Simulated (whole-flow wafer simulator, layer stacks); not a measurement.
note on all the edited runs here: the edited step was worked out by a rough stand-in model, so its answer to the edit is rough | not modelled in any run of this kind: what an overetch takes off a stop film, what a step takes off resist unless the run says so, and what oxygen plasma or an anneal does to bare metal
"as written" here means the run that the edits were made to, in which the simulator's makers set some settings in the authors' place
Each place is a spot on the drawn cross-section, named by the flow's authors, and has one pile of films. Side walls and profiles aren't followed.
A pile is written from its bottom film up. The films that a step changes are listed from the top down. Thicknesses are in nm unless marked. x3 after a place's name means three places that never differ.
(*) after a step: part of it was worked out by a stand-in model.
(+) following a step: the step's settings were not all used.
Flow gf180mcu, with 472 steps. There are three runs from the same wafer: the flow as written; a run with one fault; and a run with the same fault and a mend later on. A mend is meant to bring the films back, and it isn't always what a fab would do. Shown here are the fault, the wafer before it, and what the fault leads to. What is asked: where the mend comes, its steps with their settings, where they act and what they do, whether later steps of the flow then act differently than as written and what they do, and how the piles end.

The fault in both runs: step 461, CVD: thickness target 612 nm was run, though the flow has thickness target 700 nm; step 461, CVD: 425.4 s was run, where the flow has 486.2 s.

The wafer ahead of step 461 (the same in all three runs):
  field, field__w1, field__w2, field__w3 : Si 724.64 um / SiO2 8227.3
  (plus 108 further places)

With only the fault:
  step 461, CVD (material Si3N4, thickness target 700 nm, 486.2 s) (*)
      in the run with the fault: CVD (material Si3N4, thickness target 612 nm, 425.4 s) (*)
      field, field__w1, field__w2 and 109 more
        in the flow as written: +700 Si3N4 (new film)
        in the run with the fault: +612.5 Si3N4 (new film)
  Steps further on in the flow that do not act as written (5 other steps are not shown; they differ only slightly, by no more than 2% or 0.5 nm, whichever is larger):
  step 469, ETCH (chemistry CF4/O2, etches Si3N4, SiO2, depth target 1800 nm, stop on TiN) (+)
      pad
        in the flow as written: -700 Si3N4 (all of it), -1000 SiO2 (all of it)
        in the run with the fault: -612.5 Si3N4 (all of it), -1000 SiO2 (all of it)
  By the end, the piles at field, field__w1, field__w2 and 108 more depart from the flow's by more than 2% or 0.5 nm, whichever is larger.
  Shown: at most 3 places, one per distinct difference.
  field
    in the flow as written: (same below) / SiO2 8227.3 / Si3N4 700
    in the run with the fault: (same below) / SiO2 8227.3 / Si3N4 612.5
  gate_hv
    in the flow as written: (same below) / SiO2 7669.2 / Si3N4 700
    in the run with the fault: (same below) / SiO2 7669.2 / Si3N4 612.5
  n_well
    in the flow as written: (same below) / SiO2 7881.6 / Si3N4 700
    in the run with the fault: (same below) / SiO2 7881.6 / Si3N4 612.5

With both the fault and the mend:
  After step 468 comes the mend.
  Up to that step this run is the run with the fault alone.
  step 468a, STRIP (chemistry O2/N2, power 2160 W, pressure 1700 mTorr) (*)
      iso_ptap_pw, iso_ntap_nw, iso_nw_fld and 33 more
        -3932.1 i-line resist (all of it)
      p_well, sti, spacer, sd_n, mim_1p0, dice_street
        -3938.2 i-line resist (all of it)
      n_well, sd_p, gate_p, nw_enc_fld_lv__w3
        -3976.7 i-line resist (all of it)
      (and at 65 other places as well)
  step 468b, CVD (material Si3N4, thickness target 88 nm, 61.12 s) (*) (a further turn of the flow's step 461, with different settings)
      field, field__w1, field__w2 and 109 more
        +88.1 Si3N4
  step 468c, HMDS (120 C, 60 s) (a further turn of the flow's step 463)
      alters no film at any place that is followed
  step 468d, COAT (i-line resist, thickness 4000 nm) (*) (a further turn of the flow's step 464)
      iso_ptap_pw, iso_ntap_nw, iso_nw_fld and 33 more
        +4000 i-line resist (new film)
      p_well, sti, spacer, sd_n, mim_1p0, dice_street
        +4006.3 i-line resist (new film)
      field__w5, field__w9, field__w11, gate_p_hv, nplus_u
        +4017 i-line resist (new film)
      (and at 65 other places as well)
  step 468e, SOFTBAKE (i-line resist) (a further turn of the flow's step 465)
      field__w2, field_sub__w3, field_sub__w4
        +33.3 i-line resist
      field__w11, field__w13, ppoly_u
        +37.5 i-line resist
      field__w6, field_sub
        +32.7 i-line resist
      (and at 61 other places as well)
  step 468f, EXPOSE (photomask Pad) (a further turn of the flow's step 466)
      alters no film at any place that is followed
  step 468g, PEB (i-line resist, 115 C, 93.9 s) (a further turn of the flow's step 467)
      iso_ptap_pw, iso_ntap_nw, iso_nw_fld and 33 more
        -67.9 i-line resist
      field, field__w2, field__w3 and 25 more
        -68.8 i-line resist
      field_sub, field_sub__w1, field_sub__w2 and 23 more
        -68.7 i-line resist
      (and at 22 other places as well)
  step 468h, DEVELOP (thickness 4000 nm) (*) (a further turn of the flow's step 468)
      field__w12, field_sub__w1, field_sub__w3 and 21 more
        -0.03 i-line resist
      pad
        -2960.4 i-line resist (all of it)
  None of the later steps of the flow differs from how it acts as written, at any place that is followed, by more than 2% or 0.5 nm, whichever is larger.
  The piles end only slightly different from the flow's at the places that both follow, by no more than 2% or 0.5 nm, whichever is larger.
